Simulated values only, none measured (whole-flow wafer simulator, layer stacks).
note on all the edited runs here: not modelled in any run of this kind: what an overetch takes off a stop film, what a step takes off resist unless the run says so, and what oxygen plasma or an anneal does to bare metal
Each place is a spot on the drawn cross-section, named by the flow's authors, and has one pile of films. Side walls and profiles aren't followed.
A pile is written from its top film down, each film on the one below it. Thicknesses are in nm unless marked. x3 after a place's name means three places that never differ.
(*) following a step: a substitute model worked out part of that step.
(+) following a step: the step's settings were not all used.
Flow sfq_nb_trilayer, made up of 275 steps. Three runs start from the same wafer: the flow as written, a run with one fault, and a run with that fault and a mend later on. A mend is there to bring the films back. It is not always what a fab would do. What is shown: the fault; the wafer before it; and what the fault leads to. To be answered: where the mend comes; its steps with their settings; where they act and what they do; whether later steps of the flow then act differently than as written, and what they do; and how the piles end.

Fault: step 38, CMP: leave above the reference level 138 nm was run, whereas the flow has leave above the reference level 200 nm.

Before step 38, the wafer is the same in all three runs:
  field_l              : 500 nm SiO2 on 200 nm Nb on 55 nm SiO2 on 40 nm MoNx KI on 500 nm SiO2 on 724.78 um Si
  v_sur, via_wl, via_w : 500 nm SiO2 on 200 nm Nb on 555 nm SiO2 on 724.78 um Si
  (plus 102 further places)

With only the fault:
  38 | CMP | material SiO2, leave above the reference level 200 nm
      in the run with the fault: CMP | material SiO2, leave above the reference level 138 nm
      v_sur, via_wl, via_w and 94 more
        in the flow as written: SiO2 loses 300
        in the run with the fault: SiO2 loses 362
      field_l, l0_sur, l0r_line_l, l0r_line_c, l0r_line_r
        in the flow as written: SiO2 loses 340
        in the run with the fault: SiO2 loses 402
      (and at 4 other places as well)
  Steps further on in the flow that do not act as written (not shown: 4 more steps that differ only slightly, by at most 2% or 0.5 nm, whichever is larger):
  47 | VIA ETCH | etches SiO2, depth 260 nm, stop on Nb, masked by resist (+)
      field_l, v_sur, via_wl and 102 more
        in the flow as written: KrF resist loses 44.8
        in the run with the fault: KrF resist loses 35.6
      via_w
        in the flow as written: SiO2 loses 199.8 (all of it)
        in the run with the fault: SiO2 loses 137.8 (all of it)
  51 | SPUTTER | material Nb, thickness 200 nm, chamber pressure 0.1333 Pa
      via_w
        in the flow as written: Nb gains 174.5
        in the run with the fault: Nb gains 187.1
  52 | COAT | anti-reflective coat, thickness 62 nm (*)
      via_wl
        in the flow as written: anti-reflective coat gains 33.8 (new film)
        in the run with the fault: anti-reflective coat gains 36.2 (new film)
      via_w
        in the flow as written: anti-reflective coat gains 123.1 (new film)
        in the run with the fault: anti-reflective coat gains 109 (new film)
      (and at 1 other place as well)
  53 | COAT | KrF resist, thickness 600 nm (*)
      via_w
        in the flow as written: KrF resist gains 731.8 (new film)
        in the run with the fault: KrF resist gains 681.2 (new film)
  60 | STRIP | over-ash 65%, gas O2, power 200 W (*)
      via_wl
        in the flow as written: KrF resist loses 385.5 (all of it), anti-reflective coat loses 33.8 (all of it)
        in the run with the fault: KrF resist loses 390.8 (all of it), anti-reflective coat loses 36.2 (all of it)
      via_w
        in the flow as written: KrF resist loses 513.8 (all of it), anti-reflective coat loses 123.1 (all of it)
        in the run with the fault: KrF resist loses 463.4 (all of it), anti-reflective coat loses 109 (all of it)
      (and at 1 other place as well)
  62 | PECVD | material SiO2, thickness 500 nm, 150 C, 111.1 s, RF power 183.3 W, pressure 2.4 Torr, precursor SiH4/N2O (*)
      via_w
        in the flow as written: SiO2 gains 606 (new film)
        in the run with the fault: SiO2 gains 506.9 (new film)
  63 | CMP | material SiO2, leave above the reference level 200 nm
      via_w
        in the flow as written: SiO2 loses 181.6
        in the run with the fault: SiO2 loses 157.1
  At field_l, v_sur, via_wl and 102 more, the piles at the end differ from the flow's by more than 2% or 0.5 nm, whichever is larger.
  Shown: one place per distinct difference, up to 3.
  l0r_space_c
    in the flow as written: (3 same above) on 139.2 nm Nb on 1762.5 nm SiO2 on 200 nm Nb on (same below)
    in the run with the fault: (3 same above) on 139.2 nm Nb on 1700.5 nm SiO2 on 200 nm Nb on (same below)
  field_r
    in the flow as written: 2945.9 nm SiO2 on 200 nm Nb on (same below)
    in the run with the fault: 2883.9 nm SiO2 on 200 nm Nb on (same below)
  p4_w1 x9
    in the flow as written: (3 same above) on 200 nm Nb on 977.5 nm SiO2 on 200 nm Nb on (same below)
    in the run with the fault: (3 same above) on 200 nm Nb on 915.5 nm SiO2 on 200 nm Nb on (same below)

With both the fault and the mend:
  The mend follows step 39.
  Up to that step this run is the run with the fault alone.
  39a | PECVD | material SiO2, thickness 62 nm, 150 C, 13.78 s, RF power 183.3 W, pressure 2.4 Torr, precursor SiH4/N2O (the flow's step 37 again, with other settings)
      field_l, v_sur, via_wl and 103 more
        SiO2 gains 62
  Later steps of the flow that are run all act as written at every place that is followed.
  By the end, the piles equal the flow's at every place that both follow.
